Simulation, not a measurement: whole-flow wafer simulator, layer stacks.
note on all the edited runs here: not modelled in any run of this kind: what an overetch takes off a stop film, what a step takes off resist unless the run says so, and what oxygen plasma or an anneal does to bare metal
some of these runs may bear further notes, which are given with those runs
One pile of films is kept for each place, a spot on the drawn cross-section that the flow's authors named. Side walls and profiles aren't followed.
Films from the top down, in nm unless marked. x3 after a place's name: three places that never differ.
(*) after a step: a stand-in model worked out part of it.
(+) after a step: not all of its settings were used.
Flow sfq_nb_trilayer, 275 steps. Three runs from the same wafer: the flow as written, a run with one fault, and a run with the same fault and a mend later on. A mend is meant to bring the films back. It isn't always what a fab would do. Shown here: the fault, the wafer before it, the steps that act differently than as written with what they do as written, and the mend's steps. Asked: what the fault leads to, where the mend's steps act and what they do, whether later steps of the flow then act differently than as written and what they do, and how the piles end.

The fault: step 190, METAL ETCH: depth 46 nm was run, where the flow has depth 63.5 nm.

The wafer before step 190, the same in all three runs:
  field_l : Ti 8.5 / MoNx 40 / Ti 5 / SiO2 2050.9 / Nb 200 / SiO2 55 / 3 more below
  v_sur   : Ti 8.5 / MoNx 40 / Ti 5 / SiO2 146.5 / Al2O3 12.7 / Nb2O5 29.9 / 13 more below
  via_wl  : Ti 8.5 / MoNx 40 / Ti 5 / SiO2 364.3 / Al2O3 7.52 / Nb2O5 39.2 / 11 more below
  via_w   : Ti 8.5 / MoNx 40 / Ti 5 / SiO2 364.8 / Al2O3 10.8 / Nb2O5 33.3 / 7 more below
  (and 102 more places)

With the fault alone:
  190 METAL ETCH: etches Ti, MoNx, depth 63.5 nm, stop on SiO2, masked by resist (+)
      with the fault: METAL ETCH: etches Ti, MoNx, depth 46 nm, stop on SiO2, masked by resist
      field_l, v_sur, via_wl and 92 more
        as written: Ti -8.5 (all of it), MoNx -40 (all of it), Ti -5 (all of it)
        with the fault: Ti -8.5 (all of it), MoNx -37.5
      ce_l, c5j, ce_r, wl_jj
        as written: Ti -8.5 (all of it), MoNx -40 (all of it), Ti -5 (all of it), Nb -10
        with the fault: Ti -8.5 (all of it), MoNx -37.5
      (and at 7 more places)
  Later steps of the flow that act differently than as written (10 more steps differ only slightly, by at most 2% or 0.5 nm, whichever is larger, and aren't shown):
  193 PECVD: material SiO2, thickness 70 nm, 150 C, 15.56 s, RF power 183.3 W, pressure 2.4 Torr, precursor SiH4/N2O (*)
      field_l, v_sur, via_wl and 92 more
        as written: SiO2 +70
        with the fault: SiO2 +70 (new film)
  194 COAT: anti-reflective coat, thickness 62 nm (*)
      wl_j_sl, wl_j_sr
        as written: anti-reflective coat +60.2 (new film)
        with the fault: anti-reflective coat +62 (new film)
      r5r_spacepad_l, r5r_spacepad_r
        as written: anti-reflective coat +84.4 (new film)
        with the fault: anti-reflective coat +81.1 (new film)
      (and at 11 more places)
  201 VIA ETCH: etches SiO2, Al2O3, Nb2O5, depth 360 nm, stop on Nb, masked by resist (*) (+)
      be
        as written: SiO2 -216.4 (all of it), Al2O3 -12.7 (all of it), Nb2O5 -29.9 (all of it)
        with the fault: SiO2 -69.8 (all of it), MoNx -2.5 (all of it), Ti -5 (all of it), SiO2 -146.5 (all of it), Al2O3 -12.7 (all of it), Nb2O5 -29.9 (all of it)
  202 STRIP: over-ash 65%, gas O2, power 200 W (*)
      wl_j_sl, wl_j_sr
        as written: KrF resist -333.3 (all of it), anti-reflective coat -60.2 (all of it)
        with the fault: KrF resist -333.1 (all of it), anti-reflective coat -62 (all of it)
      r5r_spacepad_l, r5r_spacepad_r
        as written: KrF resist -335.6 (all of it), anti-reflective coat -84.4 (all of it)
        with the fault: KrF resist -335.3 (all of it), anti-reflective coat -81.1 (all of it)
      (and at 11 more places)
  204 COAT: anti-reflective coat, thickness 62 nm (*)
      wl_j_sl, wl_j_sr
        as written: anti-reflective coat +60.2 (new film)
        with the fault: anti-reflective coat +62 (new film)
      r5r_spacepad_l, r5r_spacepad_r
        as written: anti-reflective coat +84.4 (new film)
        with the fault: anti-reflective coat +81.1 (new film)
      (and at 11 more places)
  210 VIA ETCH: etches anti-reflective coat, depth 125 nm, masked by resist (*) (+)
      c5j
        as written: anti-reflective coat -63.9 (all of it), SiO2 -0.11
        with the fault: anti-reflective coat -61.3 (all of it), SiO2 -0.12
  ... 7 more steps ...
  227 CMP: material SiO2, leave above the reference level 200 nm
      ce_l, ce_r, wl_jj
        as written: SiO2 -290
        with the fault: SiO2 -300
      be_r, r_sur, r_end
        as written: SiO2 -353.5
        with the fault: SiO2 -346
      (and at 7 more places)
  At the end the piles differ from the flow's by more than 2% or 0.5 nm, whichever is larger, at field_l, v_sur, via_wl and 99 more.
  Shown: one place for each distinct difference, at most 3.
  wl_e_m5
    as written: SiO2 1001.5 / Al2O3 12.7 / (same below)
    with the fault: SiO2 855 / MoNx 2.5 / Ti 5 / SiO2 146.5 / Al2O3 12.7 / (same below)
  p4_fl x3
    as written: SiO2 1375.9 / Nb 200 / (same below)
    with the fault: SiO2 855 / MoNx 2.5 / Ti 5 / SiO2 520.9 / Nb 200 / (same below)
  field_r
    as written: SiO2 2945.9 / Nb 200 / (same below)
    with the fault: SiO2 855 / MoNx 2.5 / Ti 5 / SiO2 2090.9 / Nb 200 / (same below)

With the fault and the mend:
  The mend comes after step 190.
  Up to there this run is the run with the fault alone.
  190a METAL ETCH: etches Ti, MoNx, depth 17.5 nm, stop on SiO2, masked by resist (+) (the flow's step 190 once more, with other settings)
      field_l, v_sur, via_wl and 92 more
        MoNx -2.5 (all of it), Ti -5 (all of it)
      be_r, r_sur, res, r_end, r5r_line_l, r5r_line_c, r5r_line_r
        KrF resist -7
      ce_l, c5j, ce_r, wl_jj
        MoNx -2.5 (all of it), Ti -5 (all of it), Nb -10
  No later step of the flow acts differently than as written at any place that is followed.
  At the end the piles are the same as the flow's at every place that both follow.
